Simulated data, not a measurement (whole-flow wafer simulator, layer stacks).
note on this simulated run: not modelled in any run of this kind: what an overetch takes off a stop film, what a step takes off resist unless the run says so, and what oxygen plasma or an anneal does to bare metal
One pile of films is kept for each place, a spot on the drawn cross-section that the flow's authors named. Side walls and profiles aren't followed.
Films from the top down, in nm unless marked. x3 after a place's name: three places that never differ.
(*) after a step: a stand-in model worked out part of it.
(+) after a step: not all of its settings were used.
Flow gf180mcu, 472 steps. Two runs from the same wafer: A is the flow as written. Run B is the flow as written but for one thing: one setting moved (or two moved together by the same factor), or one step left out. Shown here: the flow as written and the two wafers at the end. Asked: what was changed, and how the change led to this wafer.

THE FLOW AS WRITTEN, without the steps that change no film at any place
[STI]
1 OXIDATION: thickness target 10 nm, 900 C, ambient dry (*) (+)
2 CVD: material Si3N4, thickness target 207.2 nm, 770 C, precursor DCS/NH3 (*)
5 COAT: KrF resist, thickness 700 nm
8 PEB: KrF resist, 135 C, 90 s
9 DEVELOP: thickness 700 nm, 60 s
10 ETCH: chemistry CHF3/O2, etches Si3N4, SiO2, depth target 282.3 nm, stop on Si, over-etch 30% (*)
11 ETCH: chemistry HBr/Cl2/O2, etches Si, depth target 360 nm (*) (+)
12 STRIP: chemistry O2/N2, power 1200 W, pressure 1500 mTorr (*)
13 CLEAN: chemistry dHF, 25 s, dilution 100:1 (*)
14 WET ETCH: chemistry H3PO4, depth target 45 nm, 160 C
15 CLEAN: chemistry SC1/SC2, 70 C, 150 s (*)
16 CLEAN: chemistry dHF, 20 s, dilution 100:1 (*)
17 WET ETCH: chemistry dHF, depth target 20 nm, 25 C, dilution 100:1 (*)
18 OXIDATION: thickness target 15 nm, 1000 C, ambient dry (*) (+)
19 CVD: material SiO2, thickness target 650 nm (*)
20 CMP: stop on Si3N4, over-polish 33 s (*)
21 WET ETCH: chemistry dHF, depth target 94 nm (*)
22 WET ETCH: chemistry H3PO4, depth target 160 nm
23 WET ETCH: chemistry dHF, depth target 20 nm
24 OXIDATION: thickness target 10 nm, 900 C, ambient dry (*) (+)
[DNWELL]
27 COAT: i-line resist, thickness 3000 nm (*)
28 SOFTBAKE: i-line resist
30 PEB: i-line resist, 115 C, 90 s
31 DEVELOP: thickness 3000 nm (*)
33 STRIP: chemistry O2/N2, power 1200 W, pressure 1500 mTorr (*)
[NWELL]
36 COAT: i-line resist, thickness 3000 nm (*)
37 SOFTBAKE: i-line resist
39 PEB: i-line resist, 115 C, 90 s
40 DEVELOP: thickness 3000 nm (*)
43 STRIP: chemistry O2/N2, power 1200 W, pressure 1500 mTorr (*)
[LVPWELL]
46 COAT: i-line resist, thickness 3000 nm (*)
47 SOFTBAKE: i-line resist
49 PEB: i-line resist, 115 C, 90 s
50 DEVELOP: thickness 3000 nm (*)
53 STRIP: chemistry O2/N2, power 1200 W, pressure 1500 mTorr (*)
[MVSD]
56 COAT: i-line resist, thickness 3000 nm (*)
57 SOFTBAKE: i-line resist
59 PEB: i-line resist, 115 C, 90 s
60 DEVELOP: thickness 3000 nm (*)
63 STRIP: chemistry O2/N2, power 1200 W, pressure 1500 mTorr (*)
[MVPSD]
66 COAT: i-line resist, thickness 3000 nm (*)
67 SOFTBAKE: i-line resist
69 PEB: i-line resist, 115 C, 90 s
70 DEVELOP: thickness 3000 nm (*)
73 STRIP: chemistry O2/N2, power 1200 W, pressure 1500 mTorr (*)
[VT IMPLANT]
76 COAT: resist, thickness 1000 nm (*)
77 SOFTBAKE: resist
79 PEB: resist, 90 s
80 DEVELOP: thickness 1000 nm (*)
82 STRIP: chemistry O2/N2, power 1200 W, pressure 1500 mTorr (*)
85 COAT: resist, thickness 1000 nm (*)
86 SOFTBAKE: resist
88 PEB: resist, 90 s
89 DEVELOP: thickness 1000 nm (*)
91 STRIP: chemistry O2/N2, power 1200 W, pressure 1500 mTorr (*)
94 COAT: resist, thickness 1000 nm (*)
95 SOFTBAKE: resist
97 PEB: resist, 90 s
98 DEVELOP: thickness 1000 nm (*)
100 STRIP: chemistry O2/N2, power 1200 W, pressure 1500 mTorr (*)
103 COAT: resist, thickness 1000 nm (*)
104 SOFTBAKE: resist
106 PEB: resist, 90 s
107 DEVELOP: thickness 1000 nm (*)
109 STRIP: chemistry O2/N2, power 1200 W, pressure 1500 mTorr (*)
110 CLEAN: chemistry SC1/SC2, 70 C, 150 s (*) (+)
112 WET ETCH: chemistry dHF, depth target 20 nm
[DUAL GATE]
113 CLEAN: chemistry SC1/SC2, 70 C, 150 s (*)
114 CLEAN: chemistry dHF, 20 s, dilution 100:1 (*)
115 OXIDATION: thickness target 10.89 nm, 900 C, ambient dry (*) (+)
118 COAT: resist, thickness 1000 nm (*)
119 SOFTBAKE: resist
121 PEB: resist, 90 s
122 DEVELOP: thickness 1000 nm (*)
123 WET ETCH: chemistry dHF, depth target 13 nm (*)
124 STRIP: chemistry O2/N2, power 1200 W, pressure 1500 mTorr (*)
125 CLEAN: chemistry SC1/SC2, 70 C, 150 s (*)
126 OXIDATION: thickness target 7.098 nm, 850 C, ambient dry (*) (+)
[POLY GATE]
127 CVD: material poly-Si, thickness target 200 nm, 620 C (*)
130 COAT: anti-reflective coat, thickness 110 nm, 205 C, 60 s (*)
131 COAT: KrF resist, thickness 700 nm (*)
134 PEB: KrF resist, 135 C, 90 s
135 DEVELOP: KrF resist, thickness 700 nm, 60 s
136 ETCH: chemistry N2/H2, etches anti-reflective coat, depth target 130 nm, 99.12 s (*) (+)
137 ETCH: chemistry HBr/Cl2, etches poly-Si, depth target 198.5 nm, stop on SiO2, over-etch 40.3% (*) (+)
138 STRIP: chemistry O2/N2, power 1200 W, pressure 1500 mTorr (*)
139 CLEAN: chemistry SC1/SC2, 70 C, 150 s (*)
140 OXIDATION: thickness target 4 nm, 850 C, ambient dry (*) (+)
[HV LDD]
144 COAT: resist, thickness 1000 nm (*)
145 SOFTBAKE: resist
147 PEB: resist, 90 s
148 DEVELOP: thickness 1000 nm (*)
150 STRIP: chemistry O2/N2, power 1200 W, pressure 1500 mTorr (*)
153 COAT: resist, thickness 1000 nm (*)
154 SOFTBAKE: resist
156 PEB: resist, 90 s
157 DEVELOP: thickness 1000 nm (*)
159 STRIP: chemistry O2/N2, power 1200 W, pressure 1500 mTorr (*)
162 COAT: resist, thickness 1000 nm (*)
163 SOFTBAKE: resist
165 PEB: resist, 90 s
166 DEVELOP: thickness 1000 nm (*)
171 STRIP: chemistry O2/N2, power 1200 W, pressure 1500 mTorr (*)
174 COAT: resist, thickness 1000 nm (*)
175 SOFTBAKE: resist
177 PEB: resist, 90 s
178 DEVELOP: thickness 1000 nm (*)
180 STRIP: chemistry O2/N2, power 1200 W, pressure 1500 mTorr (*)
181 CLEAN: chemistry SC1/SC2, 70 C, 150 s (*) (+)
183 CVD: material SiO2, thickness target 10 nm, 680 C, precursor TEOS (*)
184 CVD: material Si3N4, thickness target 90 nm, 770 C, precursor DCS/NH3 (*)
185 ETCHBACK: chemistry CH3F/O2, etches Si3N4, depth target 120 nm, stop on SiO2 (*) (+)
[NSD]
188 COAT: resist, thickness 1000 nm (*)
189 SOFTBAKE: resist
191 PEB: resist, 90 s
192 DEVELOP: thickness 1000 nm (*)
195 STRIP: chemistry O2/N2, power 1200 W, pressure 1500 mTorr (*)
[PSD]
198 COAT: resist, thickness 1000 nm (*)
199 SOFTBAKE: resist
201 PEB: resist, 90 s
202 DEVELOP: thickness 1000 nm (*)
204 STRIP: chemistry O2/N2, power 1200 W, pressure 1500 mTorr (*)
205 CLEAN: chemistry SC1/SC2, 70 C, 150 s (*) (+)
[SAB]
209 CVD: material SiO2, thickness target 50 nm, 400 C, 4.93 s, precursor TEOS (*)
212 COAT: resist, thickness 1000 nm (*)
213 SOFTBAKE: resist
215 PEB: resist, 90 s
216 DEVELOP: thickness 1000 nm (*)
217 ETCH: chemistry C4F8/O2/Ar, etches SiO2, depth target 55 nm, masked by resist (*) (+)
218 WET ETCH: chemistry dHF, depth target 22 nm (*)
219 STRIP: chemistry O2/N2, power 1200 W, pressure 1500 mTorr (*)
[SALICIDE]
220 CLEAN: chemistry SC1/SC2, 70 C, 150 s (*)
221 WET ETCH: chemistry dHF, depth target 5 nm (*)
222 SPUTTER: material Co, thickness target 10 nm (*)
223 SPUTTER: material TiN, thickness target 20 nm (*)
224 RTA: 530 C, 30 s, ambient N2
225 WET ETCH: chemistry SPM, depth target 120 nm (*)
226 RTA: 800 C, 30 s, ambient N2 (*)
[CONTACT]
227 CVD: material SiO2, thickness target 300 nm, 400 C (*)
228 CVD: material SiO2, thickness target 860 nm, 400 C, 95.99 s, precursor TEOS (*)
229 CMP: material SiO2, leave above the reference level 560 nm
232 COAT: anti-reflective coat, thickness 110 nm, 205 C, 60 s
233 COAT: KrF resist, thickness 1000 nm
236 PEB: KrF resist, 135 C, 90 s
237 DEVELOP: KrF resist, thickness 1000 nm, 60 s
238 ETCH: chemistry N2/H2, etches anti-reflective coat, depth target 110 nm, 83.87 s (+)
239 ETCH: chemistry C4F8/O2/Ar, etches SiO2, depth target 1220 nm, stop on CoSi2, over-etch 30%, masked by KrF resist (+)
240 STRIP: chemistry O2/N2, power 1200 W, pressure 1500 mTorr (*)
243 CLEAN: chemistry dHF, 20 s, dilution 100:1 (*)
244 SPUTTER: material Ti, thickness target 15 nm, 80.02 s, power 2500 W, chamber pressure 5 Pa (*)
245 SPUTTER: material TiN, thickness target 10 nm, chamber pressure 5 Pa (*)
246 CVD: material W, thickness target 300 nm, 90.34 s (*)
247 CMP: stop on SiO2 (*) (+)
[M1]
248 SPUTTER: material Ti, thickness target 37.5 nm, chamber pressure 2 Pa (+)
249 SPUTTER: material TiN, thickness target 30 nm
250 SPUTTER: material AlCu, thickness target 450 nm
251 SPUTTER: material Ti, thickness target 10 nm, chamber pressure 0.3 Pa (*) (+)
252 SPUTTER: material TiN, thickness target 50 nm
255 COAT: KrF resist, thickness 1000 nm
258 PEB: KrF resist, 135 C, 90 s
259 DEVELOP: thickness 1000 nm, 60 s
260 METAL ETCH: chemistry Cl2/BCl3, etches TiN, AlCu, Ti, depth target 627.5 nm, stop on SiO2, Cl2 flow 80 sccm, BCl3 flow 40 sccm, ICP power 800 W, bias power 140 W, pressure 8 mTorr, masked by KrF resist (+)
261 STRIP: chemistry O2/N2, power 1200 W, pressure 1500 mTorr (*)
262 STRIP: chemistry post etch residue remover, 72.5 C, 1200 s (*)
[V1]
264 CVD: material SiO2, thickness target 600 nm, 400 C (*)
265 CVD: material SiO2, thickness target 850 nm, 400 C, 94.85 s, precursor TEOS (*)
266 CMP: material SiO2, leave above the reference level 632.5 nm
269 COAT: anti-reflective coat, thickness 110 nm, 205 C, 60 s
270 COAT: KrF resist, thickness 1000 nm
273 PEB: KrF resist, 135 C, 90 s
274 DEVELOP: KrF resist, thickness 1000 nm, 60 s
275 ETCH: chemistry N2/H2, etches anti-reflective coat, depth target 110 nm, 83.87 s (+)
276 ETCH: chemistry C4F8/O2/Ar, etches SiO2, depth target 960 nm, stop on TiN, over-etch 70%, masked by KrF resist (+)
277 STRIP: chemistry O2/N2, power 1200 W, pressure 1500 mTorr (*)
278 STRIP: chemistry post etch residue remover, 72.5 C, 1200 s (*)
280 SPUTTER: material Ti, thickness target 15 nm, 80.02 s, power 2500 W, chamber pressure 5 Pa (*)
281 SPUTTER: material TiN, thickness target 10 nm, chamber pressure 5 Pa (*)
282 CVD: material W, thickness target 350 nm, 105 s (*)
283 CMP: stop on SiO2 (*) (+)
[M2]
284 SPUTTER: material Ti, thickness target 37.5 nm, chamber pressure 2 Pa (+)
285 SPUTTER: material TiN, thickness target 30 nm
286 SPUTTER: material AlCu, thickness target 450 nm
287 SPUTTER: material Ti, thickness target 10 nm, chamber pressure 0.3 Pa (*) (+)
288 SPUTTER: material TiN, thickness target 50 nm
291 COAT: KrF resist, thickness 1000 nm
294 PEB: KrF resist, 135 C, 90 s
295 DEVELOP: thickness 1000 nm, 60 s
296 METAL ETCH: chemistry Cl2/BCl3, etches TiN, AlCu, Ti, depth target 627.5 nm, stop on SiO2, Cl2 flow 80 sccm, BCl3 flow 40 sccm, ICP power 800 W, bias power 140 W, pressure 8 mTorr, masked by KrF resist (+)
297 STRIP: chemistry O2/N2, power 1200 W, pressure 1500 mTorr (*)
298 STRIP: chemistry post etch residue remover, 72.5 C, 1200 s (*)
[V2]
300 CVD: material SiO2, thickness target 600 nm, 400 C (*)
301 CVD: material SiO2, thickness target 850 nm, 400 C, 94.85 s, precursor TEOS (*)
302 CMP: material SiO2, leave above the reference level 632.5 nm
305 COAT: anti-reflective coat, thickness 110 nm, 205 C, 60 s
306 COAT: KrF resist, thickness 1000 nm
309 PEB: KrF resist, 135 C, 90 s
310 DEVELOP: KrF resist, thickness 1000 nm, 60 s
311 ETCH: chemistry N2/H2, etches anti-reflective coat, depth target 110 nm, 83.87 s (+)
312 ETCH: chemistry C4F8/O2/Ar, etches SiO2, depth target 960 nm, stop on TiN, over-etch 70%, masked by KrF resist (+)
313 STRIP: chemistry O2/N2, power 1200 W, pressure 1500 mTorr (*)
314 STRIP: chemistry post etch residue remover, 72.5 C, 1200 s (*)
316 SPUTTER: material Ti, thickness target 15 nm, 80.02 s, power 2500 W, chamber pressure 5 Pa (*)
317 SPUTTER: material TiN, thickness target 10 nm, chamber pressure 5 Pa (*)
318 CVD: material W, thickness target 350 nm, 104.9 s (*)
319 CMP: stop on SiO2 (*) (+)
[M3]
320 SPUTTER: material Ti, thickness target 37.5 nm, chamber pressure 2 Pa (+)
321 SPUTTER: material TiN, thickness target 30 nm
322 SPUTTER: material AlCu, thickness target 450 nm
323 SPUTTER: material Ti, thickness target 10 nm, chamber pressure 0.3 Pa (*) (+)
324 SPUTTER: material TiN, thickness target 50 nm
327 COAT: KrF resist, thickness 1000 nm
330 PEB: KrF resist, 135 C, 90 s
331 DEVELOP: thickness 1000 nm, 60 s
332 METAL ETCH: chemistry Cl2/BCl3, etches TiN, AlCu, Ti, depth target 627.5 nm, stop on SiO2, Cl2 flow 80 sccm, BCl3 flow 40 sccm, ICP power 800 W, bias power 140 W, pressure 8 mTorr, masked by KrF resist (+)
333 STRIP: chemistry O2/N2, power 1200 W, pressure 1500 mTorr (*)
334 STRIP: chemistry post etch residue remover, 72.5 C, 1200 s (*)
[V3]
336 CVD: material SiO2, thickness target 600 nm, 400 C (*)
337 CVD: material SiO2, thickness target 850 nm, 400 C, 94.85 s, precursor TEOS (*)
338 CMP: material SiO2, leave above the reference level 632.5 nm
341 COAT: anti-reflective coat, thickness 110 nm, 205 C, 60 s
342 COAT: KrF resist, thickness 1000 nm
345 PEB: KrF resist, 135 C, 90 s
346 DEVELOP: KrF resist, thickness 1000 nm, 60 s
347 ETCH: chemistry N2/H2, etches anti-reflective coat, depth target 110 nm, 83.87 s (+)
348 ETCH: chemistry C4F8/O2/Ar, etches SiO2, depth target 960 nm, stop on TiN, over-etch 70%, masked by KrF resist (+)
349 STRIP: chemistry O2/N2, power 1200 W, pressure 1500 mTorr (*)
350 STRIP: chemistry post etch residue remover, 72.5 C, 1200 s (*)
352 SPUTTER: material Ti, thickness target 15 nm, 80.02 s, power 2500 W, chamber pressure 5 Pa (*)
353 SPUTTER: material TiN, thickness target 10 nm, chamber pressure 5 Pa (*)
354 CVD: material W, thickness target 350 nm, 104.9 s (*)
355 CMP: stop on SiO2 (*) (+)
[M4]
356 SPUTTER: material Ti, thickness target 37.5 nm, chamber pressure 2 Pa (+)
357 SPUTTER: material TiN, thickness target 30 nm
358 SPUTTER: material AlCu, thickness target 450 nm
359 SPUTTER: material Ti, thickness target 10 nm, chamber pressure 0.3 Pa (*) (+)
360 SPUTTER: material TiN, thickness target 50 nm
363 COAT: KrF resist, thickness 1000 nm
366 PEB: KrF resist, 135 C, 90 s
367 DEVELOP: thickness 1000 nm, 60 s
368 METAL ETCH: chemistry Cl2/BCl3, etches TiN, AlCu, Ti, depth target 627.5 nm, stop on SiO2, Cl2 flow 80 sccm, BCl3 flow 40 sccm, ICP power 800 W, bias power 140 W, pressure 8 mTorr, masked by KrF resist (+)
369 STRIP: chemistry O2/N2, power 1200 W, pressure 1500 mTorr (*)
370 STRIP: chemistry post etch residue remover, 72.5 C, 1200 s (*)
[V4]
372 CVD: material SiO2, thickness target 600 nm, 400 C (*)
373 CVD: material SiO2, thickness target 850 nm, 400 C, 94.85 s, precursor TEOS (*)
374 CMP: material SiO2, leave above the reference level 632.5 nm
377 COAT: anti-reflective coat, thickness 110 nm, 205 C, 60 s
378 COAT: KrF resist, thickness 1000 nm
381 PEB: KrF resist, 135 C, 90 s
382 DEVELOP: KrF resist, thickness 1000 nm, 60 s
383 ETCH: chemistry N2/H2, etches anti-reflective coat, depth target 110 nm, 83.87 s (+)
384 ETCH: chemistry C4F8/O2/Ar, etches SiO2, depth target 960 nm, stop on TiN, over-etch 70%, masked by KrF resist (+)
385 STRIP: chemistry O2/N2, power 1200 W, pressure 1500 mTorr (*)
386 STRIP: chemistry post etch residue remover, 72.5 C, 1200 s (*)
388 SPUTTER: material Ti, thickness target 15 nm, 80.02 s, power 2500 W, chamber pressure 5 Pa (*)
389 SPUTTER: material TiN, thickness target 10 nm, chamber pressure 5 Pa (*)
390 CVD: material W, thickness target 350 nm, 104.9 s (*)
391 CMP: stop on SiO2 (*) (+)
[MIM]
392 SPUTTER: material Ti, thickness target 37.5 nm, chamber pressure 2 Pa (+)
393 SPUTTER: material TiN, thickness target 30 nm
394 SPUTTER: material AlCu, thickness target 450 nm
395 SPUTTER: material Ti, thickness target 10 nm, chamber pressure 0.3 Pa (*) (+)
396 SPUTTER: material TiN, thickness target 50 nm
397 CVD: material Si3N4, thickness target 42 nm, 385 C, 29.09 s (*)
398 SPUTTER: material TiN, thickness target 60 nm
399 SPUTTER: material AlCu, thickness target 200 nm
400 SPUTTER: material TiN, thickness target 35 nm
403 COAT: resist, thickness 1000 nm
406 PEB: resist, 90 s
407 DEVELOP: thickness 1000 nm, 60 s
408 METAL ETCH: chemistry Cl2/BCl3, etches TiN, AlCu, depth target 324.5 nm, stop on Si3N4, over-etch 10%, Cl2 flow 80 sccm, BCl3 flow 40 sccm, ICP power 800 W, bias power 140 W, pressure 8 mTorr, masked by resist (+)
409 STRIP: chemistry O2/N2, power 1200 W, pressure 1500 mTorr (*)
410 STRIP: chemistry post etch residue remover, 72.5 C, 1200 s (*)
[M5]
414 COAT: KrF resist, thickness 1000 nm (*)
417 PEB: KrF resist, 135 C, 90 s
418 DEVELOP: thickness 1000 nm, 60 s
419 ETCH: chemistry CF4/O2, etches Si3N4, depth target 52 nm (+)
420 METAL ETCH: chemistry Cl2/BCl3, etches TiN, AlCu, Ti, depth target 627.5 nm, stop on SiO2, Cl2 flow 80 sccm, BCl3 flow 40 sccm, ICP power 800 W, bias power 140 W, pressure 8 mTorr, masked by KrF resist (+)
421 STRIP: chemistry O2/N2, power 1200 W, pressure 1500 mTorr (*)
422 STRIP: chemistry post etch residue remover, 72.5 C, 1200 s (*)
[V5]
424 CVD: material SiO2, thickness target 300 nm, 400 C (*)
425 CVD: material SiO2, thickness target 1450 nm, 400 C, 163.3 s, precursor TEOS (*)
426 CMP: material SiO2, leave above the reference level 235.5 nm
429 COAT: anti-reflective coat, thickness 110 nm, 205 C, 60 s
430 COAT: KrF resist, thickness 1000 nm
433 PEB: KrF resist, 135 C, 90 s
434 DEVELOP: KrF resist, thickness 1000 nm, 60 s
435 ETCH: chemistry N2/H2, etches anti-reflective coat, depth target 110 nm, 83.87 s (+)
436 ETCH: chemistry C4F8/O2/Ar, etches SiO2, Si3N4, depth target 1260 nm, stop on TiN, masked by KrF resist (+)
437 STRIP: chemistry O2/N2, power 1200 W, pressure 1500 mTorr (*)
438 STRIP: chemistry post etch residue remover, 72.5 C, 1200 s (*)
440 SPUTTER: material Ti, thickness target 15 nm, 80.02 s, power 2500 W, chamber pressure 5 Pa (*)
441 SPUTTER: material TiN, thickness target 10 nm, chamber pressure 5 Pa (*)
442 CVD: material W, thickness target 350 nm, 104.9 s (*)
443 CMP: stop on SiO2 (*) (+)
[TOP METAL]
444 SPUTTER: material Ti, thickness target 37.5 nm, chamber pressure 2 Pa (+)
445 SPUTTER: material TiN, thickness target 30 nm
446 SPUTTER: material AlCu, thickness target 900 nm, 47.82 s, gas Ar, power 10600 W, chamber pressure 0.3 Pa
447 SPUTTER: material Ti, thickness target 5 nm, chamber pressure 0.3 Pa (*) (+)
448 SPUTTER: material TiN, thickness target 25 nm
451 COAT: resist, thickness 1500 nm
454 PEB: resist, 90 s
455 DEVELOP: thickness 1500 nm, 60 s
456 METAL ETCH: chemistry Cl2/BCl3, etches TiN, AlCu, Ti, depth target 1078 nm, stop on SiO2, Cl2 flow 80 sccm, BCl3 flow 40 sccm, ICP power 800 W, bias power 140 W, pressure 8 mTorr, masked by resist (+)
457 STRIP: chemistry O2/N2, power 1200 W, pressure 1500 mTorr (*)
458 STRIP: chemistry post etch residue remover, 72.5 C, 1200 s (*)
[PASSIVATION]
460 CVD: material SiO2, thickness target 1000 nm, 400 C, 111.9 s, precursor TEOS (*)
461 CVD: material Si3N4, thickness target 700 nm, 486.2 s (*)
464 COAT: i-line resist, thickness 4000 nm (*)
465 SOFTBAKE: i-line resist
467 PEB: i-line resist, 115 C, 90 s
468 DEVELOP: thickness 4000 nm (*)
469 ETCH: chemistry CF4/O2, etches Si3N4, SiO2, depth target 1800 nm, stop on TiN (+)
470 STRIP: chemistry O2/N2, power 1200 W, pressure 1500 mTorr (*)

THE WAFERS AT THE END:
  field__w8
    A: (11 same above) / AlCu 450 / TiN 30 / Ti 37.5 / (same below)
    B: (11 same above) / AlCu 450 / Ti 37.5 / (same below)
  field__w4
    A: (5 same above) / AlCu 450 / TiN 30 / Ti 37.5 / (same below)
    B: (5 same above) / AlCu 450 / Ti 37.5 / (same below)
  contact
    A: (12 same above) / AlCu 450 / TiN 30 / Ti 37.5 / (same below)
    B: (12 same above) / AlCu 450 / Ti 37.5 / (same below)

The cause: step 393, SPUTTER: material TiN, thickness target 30 nm, was left out.

How the change led to this, step by step:
  420 METAL ETCH: chemistry Cl2/BCl3, etches TiN, AlCu, Ti, depth target 627.5 nm, stop on SiO2, Cl2 flow 80 sccm, BCl3 flow 40 sccm, ICP power 800 W, bias power 140 W, pressure 8 mTorr, masked by KrF resist (+)
      field, field__w1, field__w2 and 101 more: A TiN -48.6 (all of it), Ti -10 (all of it), AlCu -450 (all of it), TiN -30 (all of it), Ti -37.5 (all of it) | B TiN -48.6 (all of it), Ti -10 (all of it), AlCu -450 (all of it), Ti -37.5 (all of it)
  426 CMP: material SiO2, leave above the reference level 235.5 nm
      field, field__w1, field__w5 and 92 more: A SiO2 -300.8 | B SiO2 -330.8
      field__w2, field__w3, field__w12 and 6 more: A SiO2 -272.7 | B SiO2 -304
